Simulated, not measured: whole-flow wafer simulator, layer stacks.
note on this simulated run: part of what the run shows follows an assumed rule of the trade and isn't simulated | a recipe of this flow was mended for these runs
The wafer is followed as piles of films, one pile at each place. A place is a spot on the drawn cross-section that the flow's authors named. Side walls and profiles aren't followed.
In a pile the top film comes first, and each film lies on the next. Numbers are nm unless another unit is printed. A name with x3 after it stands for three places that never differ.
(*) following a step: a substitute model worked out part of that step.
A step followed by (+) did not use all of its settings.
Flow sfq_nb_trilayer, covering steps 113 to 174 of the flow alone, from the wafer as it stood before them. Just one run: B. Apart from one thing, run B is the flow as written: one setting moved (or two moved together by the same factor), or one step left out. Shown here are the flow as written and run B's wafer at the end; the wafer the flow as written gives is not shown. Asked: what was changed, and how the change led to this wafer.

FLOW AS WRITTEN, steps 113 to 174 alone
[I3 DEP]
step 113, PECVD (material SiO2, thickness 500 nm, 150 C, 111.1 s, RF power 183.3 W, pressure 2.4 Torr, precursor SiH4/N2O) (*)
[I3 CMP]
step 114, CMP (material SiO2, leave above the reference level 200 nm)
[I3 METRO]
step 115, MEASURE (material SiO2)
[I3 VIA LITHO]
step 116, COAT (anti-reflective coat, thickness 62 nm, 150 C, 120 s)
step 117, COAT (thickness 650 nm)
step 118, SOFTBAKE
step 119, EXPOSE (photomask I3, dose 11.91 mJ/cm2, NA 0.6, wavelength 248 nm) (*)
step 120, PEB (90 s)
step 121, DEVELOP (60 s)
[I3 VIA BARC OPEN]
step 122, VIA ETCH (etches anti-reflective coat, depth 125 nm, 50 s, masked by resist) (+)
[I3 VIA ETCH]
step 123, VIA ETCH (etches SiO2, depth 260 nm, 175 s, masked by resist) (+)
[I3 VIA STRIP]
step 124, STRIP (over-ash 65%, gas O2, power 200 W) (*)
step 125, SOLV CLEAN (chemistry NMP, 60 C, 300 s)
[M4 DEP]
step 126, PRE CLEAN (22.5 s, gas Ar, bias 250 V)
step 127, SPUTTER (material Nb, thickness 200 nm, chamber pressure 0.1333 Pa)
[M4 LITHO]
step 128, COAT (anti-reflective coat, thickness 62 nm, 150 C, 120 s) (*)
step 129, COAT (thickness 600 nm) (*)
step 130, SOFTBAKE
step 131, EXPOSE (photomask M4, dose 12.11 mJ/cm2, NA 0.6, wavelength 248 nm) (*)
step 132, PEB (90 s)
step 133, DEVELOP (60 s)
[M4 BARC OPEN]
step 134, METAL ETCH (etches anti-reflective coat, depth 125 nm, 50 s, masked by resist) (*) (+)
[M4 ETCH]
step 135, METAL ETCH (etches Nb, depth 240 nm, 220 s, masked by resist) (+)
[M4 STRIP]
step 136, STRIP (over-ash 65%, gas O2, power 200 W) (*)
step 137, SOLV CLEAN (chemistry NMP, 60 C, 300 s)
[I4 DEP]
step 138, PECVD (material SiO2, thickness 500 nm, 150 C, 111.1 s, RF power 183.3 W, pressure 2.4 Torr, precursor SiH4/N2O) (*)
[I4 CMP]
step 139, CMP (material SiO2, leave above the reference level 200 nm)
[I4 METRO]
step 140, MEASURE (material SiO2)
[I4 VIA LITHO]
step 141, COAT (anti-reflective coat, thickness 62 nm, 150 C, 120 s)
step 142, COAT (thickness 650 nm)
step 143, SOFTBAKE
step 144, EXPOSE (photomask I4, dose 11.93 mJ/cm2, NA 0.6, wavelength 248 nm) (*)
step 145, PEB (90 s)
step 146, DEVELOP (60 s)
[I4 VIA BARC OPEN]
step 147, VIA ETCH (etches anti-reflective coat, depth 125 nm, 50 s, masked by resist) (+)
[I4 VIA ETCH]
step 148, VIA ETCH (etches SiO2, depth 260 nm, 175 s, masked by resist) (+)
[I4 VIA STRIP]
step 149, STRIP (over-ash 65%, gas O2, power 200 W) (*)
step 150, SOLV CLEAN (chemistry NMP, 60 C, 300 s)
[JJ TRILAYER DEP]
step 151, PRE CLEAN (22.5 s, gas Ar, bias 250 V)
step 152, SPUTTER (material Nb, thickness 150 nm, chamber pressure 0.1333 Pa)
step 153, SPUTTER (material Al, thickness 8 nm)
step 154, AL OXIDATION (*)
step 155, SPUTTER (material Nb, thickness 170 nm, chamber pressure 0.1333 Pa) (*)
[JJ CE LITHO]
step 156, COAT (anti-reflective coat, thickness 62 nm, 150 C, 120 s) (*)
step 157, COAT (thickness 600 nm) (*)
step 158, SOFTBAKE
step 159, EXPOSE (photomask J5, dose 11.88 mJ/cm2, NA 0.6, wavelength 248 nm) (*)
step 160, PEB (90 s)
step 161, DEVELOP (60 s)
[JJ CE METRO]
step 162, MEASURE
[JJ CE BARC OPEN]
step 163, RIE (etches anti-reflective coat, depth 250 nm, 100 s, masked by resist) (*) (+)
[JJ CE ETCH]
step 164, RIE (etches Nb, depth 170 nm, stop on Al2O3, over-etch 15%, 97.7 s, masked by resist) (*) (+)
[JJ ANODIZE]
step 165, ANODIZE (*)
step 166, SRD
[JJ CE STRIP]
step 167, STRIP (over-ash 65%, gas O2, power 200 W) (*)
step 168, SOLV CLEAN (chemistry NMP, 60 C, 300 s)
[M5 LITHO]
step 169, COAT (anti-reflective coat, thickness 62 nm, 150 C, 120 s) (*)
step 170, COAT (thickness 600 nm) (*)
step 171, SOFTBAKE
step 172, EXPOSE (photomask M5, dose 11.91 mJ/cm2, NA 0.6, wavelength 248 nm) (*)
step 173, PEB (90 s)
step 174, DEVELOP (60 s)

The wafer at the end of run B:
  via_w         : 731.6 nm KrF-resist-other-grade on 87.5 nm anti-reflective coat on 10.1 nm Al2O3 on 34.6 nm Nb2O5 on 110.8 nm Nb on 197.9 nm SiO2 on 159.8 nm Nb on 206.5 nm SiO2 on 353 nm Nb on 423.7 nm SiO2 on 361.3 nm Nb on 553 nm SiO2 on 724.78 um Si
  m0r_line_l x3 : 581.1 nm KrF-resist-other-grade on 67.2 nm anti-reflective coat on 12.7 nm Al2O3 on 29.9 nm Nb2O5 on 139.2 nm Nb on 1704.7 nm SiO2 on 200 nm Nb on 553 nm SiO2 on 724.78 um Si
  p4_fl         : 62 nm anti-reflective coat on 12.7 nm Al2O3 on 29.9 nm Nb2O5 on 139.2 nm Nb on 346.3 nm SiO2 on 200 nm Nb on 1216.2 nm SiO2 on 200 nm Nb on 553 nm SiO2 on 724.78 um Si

The reason: step 113, PECVD: 55.56 s was run, whereas the flow has 111.1 s.

Step by step, how the change led to this:
  step 113, PECVD (material SiO2, thickness 500 nm, 150 C, 111.1 s, RF power 183.3 W, pressure 2.4 Torr, precursor SiH4/N2O) (*)
      field_l, be, be_sur and 64 more: SiO2 gains 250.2 (as written it would have been: SiO2 gains 500)
      v_sur, via_wl, via_wr and 27 more: SiO2 gains 250.2 (new film) (as written it would have been: SiO2 gains 500 (new film))
      (and at 9 other places as well)
  step 114, CMP (material SiO2, leave above the reference level 200 nm)
      field_l, be, be_sur and 64 more: nothing (as written it would have been: SiO2 loses 96)
      p4_g1, p4_g2, p3_s0, p3_s1, p3_s2, p3_s3, p3_s4, p3_s5: nothing (as written it would have been: SiO2 loses 157.1)
      (and at 31 other places as well)
  step 116, COAT (anti-reflective coat, thickness 62 nm, 150 C, 120 s)
      m0r_line_l x3, m0r_line_r x3: anti-reflective coat gains 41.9 (new film) (as written it would have been: anti-reflective coat gains 62 (new film))
      m0r_space_l, m0r_space_r, m6r_space_l x2, m6r_space_r x2: anti-reflective coat gains 90.9 (new film) (as written it would have been: anti-reflective coat gains 62 (new film))
      (and at 83 other places as well)
  step 117, COAT (thickness 650 nm)
      m0r_line_l x3, m0r_line_r x3: KrF-resist-other-grade gains 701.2 (new film) (as written it would have been: KrF-resist-other-grade gains 650 (new film))
      wl_a_sr, wl_b_sl: KrF-resist-other-grade gains 634.6 (new film) (as written it would have been: KrF-resist-other-grade gains 650 (new film))
      (and at 71 other places as well)
  step 121, DEVELOP (60 s)
      via_v: KrF-resist-other-grade loses 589 (all of it) (as written it would have been: KrF-resist-other-grade loses 648.6 (all of it))
  step 124, STRIP (over-ash 65%, gas O2, power 200 W) (*)
      m0r_line_l x3, m0r_line_r x3: KrF-resist-other-grade loses 561.9 (all of it), anti-reflective coat loses 41.9 (all of it) (as written it would have been: KrF-resist-other-grade loses 510.8 (all of it), anti-reflective coat loses 62 (all of it))
      m0r_space_l, m0r_space_r, m6r_space_l x2, m6r_space_r x2: KrF-resist-other-grade loses 522 (all of it), anti-reflective coat loses 90.9 (all of it) (as written it would have been: KrF-resist-other-grade loses 510.8 (all of it), anti-reflective coat loses 62 (all of it))
      (and at 93 other places as well)
  step 127, SPUTTER (material Nb, thickness 200 nm, chamber pressure 0.1333 Pa)
      via_w: Nb gains 159.8 (new film) (as written it would have been: Nb gains 200 (new film))
  step 128, COAT (anti-reflective coat, thickness 62 nm, 150 C, 120 s) (*)
      p3_l1, p3_l2, p3_l3, p3_l4: anti-reflective coat gains 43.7 (new film) (as written it would have been: anti-reflective coat gains 62 (new film))
      m0r_line_l x3: anti-reflective coat gains 39.9 (new film) (as written it would have been: anti-reflective coat gains 62 (new film))
      (and at 82 other places as well)
  step 129, COAT (thickness 600 nm) (*)
      m0r_line_l x3: KrF-resist-other-grade gains 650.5 (new film) (as written it would have been: KrF-resist-other-grade gains 600 (new film))
      m0r_line_r x3: KrF-resist-other-grade gains 650.9 (new film) (as written it would have been: KrF-resist-other-grade gains 600 (new film))
      (and at 74 other places as well)
  step 133, DEVELOP (60 s)
      m0r_line_l x3: KrF-resist-other-grade loses 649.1 (all of it) (as written it would have been: KrF-resist-other-grade loses 598.7 (all of it))
      m0r_line_r x3: KrF-resist-other-grade loses 649.6 (all of it) (as written it would have been: KrF-resist-other-grade loses 598.7 (all of it))
      (and at 38 other places as well)
  step 134, METAL ETCH (etches anti-reflective coat, depth 125 nm, 50 s, masked by resist) (*) (+)
      m5r_linepad_l, m5r_linepad_r, r5r_spacepad_l, r5r_spacepad_r, m8r_pad_l, m8r_pad_r: anti-reflective coat loses 125 (as written it would have been: anti-reflective coat loses 62 (all of it))
      m0r_line_l x3: anti-reflective coat loses 39.9 (all of it) (as written it would have been: anti-reflective coat loses 62 (all of it))
      (and at 45 other places as well)
  step 135, METAL ETCH (etches Nb, depth 240 nm, 220 s, masked by resist) (+)
      m5r_linepad_l, m5r_linepad_r: anti-reflective coat loses 28.9 (all of it), Nb loses 200 (all of it), SiO2 loses 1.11 (as written it would have been: Nb loses 200 (all of it), SiO2 loses 4)
      r5r_spacepad_l, r5r_spacepad_r: anti-reflective coat loses 25.6 (all of it), Nb loses 200 (all of it), SiO2 loses 1.44 (as written it would have been: Nb loses 200 (all of it), SiO2 loses 4)
      (and at 2 other places as well)
  step 136, STRIP (over-ash 65%, gas O2, power 200 W) (*)
      v_sur: KrF-resist-other-grade loses 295 (all of it), anti-reflective coat loses 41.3 (all of it) (as written it would have been: KrF-resist-other-grade loses 360.6 (all of it), anti-reflective coat loses 64.7 (all of it))
      via_wl: KrF-resist-other-grade loses 302.5 (all of it), anti-reflective coat loses 33.3 (all of it) (as written it would have been: KrF-resist-other-grade loses 357.4 (all of it), anti-reflective coat loses 67.6 (all of it))
      (and at 37 other places as well)
  step 138, PECVD (material SiO2, thickness 500 nm, 150 C, 111.1 s, RF power 183.3 W, pressure 2.4 Torr, precursor SiH4/N2O) (*)
      p3_s0, p3_s1, p3_s2, p3_s3, p3_s4, p3_s5: SiO2 gains 500 (as written it would have been: SiO2 gains 561.1)
      p4_g1, p4_g2: SiO2 gains 510.9 (new film) (as written it would have been: SiO2 gains 500 (new film))
      (and at 1 other place as well)
  step 139, CMP (material SiO2, leave above the reference level 200 nm)
      field_l, be, be_sur and 55 more: nothing (as written it would have been: SiO2 loses 96)
      p3_s0, p3_s1, p3_s2, p3_s3, p3_s4, p3_s5: nothing (as written it would have been: SiO2 loses 157.1)
      (and at 12 other places as well)
  step 141, COAT (anti-reflective coat, thickness 62 nm, 150 C, 120 s)
      m0r_line_l x3, m0r_line_r x3: anti-reflective coat gains 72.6 (new film) (as written it would have been: anti-reflective coat gains 62 (new film))
      m0r_space_l, m0r_space_r, m6r_space_l x2, m6r_space_r x2: anti-reflective coat gains 79.6 (new film) (as written it would have been: anti-reflective coat gains 62 (new film))
      (and at 66 other places as well)
  ... 17 other steps ...
  step 174, DEVELOP (60 s)
      wl_d_sl, wl_d_sr: KrF-resist-other-grade loses 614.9 (all of it) (as written it would have been: KrF-resist-other-grade loses 600.3 (all of it))
      lsp_m: KrF-resist-other-grade loses 572.8 (all of it) (as written it would have been: KrF-resist-other-grade loses 598.6 (all of it))
      (and at 7 other places as well)
Taking metal films that touch as one body, via_w has 4 bodies (between them, from the top down: SiO2 197.9; SiO2 206.5; SiO2 423.7); the flow as written gives 3 bodies (between them, from the top down: SiO2 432; SiO2 423.7).
